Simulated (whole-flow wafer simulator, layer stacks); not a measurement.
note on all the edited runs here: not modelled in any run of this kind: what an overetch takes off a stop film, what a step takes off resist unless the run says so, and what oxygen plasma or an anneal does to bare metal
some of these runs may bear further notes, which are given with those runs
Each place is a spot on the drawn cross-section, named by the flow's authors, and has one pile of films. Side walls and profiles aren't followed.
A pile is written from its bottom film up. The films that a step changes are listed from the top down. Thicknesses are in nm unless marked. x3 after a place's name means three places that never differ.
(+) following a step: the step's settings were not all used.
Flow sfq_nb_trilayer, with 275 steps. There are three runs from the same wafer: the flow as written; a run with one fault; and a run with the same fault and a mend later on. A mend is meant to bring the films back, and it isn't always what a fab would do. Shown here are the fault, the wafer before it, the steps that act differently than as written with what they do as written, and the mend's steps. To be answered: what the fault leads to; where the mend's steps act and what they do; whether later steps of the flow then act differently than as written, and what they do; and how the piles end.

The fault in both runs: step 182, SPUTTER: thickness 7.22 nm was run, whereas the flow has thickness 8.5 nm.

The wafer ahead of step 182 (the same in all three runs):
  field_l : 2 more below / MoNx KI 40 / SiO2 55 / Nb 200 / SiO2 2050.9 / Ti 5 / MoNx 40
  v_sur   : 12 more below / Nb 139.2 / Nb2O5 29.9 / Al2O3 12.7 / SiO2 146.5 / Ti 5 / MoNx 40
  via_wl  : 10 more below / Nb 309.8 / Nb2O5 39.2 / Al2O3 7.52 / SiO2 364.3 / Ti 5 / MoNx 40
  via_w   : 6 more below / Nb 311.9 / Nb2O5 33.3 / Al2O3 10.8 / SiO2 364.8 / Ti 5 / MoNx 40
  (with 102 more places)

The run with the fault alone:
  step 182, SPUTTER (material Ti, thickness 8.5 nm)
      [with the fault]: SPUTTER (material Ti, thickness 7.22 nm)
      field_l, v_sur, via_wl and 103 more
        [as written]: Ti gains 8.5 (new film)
        [with the fault]: Ti gains 7.22 (new film)
  Steps further on in the flow that do not act as written (19 more steps, not shown, differ only slightly: by at most 2% or 0.5 nm, whichever is larger):
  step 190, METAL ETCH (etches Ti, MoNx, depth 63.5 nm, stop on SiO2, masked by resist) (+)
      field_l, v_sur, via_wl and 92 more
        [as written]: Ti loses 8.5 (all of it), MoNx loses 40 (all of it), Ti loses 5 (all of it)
        [with the fault]: Ti loses 7.22 (all of it), MoNx loses 40 (all of it), Ti loses 5 (all of it)
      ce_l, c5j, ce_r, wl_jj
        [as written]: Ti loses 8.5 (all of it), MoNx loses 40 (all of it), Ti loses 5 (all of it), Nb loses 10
        [with the fault]: Ti loses 7.22 (all of it), MoNx loses 40 (all of it), Ti loses 5 (all of it), Nb loses 11.3
  By the end, the piles at be_r, r_sur, res, r_end, r5r_line_l, r5r_line_c, r5r_line_r depart from the flow's by more than 2% or 0.5 nm, whichever is larger.
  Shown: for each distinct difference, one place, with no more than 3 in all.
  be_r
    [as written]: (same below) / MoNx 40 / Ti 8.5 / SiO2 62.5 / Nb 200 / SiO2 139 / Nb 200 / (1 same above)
    [with the fault]: (same below) / MoNx 40 / Ti 7.22 / SiO2 62.5 / Nb 200 / SiO2 140.3 / Nb 200 / (1 same above)
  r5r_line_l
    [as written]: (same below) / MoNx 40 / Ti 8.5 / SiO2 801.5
    [with the fault]: (same below) / MoNx 40 / Ti 7.22 / SiO2 802.8
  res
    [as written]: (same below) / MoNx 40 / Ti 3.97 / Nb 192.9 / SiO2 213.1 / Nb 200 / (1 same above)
    [with the fault]: (same below) / MoNx 40 / Ti 2.69 / Nb 192.9 / SiO2 214.4 / Nb 200 / (1 same above)

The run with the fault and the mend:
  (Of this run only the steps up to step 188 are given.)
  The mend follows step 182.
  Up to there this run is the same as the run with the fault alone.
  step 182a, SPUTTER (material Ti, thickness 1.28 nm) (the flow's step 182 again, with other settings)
      field_l, v_sur, via_wl and 103 more
        Ti gains 1.28
  Every later step of the flow up to step 188 that is run acts as written at every place that is followed.
  At every place that both follow, the piles after step 188 match the flow's.
